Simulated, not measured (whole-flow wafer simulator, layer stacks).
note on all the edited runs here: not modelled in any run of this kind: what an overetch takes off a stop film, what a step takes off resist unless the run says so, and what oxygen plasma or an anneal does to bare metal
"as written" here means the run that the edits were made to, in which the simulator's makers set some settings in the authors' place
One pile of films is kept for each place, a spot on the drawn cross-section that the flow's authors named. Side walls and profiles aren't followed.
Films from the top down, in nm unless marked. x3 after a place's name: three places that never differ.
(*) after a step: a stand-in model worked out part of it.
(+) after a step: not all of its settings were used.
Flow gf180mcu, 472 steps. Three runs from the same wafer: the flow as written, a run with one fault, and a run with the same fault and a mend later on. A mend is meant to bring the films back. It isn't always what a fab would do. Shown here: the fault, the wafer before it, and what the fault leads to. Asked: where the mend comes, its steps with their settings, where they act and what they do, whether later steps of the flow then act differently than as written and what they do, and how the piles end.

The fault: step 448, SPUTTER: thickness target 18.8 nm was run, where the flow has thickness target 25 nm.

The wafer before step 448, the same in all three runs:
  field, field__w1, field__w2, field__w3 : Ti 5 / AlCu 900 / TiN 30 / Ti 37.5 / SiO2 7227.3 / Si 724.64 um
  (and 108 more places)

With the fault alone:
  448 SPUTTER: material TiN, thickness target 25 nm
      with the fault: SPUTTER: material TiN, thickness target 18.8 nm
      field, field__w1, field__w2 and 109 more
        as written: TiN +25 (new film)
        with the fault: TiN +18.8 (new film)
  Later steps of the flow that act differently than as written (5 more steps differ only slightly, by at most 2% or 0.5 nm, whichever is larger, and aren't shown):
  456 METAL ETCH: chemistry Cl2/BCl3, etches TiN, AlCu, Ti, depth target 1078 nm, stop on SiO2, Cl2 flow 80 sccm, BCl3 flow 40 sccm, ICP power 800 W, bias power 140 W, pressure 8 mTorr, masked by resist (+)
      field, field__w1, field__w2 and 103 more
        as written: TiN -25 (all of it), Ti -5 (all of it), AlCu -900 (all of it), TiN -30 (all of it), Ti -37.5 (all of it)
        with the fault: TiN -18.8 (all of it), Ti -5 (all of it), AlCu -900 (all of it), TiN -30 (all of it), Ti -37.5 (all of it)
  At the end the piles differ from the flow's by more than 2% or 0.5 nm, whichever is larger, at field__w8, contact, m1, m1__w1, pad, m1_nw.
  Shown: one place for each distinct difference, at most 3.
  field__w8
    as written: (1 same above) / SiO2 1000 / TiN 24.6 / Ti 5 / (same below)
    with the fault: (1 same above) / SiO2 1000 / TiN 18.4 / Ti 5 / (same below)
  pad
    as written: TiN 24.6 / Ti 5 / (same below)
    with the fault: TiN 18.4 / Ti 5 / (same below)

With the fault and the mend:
  The mend comes after step 455.
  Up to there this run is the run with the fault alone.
  455a STRIP: chemistry O2/N2, power 2160 W, pressure 1700 mTorr (*)
      field__w8, contact, m1, m1__w1, pad, m1_nw
        resist -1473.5 (all of it)
  455b SPUTTER: material TiN, thickness target 6.2 nm (the flow's step 448 once more, with other settings)
      field, field__w1, field__w2 and 109 more
        TiN +6.2
  455c HMDS: 120 C, 60 s (the flow's step 450 once more)
      changes no film at any place that is followed
  455d COAT: resist, thickness 1500 nm (the flow's step 451 once more)
      field, field__w1, field__w2 and 109 more
        resist +1500 (new film)
  455e SOFTBAKE: resist (the flow's step 452 once more)
      changes no film at any place that is followed
  455f EXPOSE: photomask MetalTop (the flow's step 453 once more)
      changes no film at any place that is followed
  455g PEB: resist, 70.3 s (the flow's step 454 once more)
      field, field__w1, field__w2 and 109 more
        resist -26.5
  455h DEVELOP: thickness 1500 nm, 60 s (the flow's step 455 once more)
      field, field__w1, field__w2 and 103 more
        resist -1473.5 (all of it)
  No later step of the flow acts differently than as written at any place that is followed.
  At the end the piles are the same as the flow's at every place that both follow.
